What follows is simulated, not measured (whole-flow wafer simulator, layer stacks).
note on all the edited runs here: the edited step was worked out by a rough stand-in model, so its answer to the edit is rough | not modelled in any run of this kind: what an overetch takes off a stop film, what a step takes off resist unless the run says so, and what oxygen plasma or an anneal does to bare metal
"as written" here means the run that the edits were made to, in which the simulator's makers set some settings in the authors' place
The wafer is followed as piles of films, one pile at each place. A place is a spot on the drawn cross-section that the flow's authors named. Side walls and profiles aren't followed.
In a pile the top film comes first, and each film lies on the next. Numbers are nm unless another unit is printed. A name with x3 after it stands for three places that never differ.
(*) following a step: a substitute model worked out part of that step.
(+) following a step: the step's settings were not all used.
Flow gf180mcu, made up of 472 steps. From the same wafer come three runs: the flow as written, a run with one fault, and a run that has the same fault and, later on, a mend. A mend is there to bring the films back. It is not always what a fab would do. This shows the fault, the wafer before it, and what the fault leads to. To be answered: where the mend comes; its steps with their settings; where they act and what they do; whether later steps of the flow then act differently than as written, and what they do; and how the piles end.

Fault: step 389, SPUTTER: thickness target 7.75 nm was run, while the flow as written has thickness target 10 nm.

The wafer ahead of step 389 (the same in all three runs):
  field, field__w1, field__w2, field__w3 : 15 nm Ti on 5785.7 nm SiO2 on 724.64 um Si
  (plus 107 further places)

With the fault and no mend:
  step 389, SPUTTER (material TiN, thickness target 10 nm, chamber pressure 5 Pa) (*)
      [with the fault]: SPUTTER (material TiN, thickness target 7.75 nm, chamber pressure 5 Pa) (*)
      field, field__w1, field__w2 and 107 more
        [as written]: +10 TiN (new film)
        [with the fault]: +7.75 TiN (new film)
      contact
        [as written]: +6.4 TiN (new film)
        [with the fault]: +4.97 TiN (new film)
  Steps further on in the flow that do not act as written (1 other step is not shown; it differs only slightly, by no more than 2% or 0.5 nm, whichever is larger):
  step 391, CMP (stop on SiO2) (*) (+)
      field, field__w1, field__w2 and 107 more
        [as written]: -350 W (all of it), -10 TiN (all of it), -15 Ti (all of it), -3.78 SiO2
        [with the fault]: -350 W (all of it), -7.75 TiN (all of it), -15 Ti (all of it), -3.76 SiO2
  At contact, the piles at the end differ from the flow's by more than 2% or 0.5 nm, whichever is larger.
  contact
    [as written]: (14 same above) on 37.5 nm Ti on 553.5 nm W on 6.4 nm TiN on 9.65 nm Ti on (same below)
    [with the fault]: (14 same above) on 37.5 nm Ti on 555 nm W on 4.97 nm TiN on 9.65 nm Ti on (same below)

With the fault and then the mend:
  The mend stands after step 389.
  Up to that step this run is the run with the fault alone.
  step 389a, SPUTTER (material TiN, thickness target 2.25 nm, chamber pressure 5 Pa) (*) (a further turn of the flow's step 389, with different settings)
      field, field__w1, field__w2 and 107 more
        +2.25 TiN
      contact
        +1.44 TiN
  Later steps of the flow that are run all act as written at every place that is followed.
  At every place that both follow, the piles at the end match the flow's.
